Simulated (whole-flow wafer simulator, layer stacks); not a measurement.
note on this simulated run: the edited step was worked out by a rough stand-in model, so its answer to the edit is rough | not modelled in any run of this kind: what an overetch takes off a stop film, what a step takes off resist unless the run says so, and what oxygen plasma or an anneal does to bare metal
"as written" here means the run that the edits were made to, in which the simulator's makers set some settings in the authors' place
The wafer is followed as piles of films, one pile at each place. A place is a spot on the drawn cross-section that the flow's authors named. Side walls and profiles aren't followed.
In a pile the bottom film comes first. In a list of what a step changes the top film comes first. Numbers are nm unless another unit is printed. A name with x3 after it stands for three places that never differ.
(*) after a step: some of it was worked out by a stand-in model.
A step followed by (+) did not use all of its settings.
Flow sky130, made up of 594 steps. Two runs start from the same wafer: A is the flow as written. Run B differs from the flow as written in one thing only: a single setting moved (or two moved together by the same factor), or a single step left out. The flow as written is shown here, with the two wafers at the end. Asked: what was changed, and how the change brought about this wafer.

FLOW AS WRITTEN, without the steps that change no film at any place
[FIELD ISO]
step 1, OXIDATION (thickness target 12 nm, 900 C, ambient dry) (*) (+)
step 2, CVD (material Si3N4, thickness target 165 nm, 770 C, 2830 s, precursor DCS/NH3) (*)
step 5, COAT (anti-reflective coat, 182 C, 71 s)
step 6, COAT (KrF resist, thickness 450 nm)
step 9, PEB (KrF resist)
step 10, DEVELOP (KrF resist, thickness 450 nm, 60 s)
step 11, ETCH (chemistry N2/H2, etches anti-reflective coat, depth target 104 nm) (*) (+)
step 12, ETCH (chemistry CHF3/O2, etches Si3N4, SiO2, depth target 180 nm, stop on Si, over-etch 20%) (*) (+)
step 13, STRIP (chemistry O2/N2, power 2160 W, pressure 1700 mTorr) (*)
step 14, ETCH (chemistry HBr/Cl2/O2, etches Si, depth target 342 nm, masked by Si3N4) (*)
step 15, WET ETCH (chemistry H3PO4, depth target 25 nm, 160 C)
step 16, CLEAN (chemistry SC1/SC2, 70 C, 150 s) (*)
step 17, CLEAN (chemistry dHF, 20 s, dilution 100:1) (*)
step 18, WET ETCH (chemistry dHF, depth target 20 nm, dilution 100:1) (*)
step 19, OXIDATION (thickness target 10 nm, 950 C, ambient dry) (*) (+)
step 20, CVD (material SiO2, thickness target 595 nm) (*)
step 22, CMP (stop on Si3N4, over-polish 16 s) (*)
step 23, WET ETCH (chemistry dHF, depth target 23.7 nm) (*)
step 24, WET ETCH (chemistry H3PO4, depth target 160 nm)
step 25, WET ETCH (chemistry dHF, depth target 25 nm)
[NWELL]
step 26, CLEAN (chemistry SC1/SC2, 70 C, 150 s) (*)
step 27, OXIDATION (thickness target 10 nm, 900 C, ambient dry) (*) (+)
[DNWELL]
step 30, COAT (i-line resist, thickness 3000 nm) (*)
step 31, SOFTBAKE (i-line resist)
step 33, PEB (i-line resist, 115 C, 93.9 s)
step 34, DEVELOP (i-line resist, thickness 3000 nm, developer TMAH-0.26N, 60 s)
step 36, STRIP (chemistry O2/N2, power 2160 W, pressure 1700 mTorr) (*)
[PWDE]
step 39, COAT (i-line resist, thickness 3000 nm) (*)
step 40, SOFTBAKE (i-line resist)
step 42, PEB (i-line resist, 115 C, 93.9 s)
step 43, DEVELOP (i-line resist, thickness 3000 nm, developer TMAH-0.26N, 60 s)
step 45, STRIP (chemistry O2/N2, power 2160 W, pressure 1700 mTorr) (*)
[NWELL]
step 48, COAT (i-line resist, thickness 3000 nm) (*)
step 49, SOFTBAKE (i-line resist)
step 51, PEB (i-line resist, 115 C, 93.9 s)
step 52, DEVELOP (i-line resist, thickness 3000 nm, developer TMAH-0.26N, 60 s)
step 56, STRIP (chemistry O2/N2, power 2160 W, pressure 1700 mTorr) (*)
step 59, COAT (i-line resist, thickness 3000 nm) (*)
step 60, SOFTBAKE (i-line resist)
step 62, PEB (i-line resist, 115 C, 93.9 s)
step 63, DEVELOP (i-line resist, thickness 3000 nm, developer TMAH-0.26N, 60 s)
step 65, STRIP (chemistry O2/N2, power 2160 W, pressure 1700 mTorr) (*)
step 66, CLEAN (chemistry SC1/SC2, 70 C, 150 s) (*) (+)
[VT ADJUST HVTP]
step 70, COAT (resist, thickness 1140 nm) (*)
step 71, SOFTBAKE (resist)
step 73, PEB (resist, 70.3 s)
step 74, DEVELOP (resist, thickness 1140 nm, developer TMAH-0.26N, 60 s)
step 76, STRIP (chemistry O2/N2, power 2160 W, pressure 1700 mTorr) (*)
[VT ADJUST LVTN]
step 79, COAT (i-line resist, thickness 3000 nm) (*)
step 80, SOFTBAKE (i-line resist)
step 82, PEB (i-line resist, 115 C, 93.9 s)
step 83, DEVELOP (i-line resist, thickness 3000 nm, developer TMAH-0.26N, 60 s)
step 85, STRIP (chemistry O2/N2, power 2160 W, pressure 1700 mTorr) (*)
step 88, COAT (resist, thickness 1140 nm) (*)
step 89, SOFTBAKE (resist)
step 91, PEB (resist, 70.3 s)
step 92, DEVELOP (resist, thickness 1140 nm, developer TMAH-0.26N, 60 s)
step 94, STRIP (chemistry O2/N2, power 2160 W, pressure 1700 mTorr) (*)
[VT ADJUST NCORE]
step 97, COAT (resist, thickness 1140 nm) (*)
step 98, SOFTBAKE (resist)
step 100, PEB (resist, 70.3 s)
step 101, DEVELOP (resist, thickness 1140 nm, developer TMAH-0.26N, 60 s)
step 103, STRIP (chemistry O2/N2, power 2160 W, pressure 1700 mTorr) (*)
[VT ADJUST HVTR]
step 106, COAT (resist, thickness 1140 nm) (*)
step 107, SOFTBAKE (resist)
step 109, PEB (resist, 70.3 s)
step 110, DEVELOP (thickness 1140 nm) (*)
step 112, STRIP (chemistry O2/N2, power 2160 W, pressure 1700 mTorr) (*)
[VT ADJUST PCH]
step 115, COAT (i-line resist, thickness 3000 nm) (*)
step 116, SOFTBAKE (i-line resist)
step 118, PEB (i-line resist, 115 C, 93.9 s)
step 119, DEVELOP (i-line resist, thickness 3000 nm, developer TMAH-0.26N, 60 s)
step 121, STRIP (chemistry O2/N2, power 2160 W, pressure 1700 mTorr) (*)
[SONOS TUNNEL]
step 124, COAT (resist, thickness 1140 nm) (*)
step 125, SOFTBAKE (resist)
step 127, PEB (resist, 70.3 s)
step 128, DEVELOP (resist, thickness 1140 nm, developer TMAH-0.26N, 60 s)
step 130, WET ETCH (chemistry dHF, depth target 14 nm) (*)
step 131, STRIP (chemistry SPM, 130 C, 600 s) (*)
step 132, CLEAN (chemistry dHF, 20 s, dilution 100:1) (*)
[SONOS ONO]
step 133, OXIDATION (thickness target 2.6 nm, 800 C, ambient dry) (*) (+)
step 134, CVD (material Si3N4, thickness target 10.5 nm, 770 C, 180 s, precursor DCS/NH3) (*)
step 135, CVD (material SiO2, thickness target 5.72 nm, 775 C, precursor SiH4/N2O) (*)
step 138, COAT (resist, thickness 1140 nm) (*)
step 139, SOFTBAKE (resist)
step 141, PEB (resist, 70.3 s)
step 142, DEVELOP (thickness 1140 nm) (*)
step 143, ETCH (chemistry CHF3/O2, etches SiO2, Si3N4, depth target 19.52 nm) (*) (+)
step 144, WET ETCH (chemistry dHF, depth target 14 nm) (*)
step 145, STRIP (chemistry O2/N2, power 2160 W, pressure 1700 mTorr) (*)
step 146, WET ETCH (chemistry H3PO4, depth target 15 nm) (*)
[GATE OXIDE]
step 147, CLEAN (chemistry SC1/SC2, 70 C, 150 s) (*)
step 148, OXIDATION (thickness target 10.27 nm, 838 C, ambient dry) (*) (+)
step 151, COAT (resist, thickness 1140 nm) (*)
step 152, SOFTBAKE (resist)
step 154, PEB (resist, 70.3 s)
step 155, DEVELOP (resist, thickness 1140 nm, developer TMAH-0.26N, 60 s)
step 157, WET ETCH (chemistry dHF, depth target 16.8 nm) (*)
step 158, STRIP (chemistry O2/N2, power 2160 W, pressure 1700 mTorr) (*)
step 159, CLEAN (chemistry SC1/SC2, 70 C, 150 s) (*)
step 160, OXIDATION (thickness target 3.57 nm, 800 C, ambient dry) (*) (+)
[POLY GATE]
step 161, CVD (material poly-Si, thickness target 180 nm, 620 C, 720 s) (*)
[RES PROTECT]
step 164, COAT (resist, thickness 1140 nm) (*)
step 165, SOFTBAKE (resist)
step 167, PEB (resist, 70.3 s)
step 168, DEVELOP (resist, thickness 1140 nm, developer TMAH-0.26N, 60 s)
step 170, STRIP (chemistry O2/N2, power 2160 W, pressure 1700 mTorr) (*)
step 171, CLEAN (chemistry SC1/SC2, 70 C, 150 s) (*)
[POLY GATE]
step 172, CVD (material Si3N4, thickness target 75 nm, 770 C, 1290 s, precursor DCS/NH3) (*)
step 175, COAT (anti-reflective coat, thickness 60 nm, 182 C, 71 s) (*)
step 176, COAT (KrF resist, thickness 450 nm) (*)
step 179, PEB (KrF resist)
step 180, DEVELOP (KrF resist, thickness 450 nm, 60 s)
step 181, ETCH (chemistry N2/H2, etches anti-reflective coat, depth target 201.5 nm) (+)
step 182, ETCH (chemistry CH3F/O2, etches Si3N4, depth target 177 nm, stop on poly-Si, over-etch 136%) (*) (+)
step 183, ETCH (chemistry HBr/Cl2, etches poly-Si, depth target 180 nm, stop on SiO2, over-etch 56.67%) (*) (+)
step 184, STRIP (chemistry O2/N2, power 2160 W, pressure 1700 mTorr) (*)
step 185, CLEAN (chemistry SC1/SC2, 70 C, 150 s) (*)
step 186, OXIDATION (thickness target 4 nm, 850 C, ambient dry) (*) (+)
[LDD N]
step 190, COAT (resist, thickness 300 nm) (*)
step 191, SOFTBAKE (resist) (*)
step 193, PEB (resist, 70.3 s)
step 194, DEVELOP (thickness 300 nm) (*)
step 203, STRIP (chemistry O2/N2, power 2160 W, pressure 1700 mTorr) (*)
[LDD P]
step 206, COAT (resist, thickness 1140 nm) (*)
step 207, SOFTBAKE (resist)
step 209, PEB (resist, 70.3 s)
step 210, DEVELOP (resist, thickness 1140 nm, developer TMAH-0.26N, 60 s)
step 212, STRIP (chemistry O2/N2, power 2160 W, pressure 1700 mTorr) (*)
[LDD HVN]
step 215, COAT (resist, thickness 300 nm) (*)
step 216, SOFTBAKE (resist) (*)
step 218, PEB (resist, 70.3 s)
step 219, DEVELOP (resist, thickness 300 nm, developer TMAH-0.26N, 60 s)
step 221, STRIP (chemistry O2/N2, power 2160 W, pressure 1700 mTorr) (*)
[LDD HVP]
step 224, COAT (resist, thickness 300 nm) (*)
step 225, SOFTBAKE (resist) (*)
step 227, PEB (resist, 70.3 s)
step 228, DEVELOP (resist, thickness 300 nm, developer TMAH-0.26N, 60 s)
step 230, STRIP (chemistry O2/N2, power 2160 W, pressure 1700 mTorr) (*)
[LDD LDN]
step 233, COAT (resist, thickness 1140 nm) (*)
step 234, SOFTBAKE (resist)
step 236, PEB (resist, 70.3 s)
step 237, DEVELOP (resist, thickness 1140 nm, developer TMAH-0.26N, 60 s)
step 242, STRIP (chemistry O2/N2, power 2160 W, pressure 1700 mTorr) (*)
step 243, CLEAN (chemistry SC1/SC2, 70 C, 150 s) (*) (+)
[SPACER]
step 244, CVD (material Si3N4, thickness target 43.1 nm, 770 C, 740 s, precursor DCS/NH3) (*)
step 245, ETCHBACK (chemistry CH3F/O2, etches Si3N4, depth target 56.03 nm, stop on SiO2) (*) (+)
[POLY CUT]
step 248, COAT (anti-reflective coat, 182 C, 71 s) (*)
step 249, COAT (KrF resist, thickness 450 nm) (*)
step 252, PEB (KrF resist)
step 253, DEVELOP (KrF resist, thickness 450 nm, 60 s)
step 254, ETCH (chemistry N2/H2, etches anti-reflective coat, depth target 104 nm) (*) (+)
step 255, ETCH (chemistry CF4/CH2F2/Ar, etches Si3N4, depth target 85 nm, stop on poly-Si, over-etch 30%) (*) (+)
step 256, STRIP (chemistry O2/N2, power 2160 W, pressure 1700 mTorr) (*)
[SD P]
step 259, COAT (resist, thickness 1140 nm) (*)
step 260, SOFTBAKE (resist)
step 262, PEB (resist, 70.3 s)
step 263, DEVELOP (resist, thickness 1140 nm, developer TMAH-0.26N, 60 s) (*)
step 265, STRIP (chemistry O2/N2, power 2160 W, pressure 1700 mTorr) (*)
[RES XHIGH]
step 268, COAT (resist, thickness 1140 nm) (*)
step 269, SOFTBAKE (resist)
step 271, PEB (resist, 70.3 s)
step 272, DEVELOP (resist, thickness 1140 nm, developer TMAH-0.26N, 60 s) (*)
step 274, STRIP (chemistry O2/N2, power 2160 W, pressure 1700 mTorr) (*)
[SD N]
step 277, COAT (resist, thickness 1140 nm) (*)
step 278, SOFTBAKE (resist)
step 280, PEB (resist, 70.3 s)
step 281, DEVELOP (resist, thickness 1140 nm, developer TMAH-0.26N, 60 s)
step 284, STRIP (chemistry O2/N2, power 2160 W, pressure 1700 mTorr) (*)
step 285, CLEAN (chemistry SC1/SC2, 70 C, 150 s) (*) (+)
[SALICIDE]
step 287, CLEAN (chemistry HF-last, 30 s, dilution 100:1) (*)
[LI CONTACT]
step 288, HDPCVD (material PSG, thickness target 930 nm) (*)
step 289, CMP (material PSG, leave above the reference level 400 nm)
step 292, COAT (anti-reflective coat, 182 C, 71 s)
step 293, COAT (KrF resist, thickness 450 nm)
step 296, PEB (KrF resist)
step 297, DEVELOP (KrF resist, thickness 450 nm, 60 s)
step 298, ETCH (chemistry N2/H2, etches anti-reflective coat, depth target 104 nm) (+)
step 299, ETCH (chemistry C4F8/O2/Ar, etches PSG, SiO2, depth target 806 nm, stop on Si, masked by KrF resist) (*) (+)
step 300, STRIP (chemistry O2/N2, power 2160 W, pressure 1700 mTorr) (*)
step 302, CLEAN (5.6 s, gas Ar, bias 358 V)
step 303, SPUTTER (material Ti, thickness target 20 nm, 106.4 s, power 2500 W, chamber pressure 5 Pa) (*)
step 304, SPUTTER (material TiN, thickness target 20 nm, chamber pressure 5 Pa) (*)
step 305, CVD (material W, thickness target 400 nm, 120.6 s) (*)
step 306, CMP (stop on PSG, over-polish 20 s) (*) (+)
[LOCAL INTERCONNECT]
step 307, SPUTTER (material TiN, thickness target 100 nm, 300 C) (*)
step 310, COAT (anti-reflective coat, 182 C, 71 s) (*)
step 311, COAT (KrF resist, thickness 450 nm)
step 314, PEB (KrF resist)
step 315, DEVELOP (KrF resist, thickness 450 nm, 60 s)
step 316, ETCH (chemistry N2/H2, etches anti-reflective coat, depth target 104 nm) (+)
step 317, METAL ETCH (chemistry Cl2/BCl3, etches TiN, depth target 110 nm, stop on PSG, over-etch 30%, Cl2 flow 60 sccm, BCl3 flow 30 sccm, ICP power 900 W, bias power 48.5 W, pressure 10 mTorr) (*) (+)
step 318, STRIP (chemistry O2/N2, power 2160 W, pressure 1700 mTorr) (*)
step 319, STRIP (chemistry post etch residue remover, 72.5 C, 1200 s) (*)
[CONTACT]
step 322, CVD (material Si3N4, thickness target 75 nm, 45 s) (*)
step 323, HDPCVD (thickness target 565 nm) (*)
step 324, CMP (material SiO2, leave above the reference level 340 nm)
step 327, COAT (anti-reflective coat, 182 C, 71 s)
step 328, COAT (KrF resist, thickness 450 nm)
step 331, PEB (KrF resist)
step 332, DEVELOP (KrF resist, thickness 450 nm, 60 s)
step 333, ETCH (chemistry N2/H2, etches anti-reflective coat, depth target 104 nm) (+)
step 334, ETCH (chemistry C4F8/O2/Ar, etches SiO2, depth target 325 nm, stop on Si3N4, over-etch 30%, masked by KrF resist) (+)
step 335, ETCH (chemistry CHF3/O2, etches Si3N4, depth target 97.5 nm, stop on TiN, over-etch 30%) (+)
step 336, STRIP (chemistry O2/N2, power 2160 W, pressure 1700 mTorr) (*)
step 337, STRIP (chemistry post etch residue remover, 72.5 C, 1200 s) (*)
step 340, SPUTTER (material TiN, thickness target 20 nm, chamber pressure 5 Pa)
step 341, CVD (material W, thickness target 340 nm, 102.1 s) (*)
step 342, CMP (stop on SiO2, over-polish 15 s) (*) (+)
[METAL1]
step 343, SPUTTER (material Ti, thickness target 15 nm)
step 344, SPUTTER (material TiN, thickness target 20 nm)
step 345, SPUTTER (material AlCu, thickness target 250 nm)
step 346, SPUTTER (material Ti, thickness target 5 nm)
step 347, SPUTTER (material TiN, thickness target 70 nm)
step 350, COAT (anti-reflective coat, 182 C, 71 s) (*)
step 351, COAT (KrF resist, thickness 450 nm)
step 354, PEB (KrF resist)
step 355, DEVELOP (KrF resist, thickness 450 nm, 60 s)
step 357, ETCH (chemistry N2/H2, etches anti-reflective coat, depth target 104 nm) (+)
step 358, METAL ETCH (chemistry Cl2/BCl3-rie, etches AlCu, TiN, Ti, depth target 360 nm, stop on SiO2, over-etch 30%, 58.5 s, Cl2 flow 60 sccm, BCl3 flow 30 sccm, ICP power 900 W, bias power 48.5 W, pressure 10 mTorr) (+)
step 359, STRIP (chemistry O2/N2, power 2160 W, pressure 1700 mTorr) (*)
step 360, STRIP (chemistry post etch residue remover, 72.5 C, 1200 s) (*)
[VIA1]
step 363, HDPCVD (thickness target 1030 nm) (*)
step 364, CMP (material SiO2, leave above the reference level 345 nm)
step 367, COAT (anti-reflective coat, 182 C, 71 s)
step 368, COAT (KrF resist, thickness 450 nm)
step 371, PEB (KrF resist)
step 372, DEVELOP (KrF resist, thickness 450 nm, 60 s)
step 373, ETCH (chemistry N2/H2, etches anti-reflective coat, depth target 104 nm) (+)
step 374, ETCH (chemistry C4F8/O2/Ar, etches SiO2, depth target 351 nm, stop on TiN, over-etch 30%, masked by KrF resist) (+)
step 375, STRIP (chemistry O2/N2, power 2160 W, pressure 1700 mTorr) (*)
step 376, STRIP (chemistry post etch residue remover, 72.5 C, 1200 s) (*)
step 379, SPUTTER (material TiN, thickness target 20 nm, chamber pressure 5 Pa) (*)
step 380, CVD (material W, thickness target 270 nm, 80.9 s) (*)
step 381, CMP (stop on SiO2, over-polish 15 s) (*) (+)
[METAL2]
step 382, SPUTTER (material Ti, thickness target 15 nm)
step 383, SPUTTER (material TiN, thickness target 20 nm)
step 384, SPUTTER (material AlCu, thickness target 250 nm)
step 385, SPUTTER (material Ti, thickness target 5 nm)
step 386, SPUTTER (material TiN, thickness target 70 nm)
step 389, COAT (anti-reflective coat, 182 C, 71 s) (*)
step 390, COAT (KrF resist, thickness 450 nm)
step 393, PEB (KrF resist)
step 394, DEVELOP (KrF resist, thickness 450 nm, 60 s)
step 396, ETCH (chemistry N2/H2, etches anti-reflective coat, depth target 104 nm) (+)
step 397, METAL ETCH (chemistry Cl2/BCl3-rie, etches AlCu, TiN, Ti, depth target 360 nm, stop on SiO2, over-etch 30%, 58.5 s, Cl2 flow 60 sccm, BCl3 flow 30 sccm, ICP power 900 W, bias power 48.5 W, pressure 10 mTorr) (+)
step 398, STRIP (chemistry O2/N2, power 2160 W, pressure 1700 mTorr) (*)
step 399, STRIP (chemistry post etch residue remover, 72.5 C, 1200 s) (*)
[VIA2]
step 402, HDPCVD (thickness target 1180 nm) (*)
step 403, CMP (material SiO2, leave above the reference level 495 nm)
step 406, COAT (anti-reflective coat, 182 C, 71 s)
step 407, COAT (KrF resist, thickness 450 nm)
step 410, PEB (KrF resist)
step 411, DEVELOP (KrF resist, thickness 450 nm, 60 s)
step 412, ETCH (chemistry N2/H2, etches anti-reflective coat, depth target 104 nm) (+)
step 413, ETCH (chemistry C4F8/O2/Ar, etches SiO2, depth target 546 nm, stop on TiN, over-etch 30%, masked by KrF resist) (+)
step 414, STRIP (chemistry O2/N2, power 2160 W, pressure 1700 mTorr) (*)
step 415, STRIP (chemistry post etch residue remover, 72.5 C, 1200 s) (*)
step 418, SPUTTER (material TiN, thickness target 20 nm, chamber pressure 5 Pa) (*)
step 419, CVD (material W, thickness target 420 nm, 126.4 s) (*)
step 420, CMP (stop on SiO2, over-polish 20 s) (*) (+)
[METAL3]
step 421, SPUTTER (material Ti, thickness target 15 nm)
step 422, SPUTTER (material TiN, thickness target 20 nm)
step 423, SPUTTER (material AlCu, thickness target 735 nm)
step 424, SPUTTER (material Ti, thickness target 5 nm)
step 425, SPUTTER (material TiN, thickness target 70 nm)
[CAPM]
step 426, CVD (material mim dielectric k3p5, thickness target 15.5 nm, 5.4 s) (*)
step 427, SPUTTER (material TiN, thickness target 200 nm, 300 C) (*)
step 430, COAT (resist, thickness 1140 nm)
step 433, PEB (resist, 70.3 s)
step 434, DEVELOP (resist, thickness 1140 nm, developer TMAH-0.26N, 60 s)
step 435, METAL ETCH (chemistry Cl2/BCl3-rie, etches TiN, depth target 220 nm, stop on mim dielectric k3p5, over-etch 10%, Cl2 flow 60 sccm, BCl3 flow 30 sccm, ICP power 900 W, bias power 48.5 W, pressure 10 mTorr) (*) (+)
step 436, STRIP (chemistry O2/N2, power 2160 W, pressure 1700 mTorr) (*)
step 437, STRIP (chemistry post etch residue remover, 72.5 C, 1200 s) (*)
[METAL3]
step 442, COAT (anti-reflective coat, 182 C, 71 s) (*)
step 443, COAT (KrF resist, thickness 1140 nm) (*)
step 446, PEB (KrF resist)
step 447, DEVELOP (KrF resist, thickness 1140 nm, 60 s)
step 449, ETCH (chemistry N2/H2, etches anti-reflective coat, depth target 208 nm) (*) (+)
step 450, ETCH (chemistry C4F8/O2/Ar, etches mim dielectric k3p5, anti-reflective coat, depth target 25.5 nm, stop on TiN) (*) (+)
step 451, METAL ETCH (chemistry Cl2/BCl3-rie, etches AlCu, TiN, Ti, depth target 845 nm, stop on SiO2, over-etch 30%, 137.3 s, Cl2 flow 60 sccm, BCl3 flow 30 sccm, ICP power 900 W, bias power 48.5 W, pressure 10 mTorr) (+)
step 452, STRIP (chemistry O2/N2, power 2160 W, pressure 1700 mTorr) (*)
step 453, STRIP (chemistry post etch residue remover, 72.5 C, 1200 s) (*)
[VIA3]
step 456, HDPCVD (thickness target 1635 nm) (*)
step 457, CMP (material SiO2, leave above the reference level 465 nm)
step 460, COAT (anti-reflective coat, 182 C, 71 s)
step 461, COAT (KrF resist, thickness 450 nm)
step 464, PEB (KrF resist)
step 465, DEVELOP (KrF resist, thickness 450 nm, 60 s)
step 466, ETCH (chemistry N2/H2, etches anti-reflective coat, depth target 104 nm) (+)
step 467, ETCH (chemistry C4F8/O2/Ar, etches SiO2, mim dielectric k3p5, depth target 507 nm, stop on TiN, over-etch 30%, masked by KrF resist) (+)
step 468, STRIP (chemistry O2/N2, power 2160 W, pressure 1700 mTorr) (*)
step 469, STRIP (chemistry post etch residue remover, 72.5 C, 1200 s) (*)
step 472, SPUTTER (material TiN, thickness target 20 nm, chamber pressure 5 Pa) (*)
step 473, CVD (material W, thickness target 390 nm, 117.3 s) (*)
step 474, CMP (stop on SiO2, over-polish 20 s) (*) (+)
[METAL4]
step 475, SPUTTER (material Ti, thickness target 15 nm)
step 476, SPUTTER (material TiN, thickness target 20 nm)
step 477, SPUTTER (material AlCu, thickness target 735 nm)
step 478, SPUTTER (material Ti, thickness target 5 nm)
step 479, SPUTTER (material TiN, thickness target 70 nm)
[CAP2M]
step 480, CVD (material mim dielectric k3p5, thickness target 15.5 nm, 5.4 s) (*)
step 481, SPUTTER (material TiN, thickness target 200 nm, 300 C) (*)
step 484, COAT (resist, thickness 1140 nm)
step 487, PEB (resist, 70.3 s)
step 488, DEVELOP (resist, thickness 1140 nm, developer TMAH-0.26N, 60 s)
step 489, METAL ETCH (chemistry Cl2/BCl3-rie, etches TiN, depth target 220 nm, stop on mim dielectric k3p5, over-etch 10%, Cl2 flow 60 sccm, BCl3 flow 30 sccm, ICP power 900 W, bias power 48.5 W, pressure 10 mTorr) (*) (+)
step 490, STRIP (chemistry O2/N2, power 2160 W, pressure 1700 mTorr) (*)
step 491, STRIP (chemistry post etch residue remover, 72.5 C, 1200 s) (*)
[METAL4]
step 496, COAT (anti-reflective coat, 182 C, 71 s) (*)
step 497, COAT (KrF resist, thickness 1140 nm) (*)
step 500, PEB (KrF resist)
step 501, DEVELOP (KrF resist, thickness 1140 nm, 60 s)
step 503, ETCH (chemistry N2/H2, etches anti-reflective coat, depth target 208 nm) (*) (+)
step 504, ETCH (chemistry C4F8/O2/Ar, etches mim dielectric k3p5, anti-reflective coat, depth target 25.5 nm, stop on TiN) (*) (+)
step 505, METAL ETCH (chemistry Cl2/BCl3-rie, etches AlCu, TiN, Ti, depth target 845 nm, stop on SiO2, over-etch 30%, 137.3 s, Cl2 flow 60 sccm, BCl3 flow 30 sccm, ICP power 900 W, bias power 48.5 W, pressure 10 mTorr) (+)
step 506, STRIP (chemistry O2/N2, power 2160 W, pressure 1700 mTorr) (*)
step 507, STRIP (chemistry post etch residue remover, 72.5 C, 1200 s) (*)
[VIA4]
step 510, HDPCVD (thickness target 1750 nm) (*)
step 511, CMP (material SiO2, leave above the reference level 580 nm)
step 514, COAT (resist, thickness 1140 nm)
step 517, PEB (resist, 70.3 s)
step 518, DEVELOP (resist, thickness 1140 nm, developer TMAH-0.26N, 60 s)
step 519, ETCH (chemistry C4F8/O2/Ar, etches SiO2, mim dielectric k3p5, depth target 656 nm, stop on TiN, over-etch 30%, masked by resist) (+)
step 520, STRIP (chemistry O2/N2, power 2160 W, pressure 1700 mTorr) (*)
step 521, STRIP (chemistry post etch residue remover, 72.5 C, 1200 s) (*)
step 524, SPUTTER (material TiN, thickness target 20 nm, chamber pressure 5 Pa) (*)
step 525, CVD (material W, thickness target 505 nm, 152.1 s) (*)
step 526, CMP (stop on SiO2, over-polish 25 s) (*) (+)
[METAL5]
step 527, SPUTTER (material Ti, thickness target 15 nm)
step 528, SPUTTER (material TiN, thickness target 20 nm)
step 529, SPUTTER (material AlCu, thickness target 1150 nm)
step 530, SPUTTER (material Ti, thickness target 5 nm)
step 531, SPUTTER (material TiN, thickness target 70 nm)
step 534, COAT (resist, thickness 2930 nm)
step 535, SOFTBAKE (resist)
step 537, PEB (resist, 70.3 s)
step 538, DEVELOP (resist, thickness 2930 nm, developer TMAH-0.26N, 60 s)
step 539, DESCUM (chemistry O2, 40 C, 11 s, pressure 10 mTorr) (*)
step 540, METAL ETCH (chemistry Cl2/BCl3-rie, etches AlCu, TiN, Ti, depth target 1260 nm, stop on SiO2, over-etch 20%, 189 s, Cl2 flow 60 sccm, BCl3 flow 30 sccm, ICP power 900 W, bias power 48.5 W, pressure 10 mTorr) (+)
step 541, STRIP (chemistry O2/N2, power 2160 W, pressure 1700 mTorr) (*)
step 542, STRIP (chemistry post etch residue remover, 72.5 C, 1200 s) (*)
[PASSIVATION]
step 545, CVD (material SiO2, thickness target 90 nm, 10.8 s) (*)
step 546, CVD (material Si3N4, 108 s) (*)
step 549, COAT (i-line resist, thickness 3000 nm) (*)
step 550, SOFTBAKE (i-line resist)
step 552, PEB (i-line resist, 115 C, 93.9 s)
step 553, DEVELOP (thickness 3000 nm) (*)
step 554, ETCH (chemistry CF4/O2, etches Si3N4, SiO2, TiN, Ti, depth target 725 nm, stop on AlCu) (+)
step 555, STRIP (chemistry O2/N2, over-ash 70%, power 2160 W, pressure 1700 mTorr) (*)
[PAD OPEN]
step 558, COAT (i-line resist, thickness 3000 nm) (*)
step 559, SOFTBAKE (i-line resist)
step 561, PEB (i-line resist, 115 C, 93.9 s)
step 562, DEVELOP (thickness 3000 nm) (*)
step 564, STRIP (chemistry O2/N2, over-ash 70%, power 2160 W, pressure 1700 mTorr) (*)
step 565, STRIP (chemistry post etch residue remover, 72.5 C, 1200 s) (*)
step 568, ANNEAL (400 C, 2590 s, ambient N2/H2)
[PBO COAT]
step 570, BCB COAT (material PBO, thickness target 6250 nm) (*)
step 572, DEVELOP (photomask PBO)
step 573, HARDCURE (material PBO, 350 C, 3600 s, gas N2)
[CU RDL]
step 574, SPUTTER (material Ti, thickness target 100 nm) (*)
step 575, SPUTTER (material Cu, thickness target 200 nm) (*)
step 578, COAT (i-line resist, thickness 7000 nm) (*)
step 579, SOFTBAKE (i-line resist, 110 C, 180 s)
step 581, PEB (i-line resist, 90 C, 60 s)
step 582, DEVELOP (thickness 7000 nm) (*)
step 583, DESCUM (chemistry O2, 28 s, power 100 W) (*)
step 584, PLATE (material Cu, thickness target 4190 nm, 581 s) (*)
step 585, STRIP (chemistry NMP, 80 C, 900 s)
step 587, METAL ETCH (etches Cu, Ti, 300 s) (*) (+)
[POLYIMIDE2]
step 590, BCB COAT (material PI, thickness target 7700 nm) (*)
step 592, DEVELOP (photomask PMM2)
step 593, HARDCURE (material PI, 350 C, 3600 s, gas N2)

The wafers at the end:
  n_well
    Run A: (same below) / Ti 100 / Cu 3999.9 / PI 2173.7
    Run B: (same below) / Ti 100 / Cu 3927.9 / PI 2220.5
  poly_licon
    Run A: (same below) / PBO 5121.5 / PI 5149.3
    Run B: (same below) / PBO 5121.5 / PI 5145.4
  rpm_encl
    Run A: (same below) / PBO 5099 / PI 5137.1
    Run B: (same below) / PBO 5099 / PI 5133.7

The reason: step 575, SPUTTER: thickness target 128 nm was run, whereas the flow has thickness target 200 nm.

Step by step, how the change led to this:
  step 575, SPUTTER (material Cu, thickness target 200 nm) (*)
      field, active, n_well and 190 more: A +200 Cu (new film) | B +128 Cu (new film)
  step 587, METAL ETCH (etches Cu, Ti, 300 s) (*) (+)
      field, active, gate and 167 more: A -200 Cu (all of it), -100 Ti (all of it) | B -128 Cu (all of it), -100 Ti (all of it)
  step 590, BCB COAT (material PI, thickness target 7700 nm) (*)
      n_well, p_well, sd_n, sd_p: A +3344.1 PI (new film) | B +3416.1 PI (new film)
      de16_gate_nw: A +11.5 um PI (new film) | B +11.44 um PI (new film)
  step 593, HARDCURE (material PI, 350 C, 3600 s, gas N2)
      n_well, p_well, sd_n, sd_p: A -1170.4 PI | B -1195.6 PI
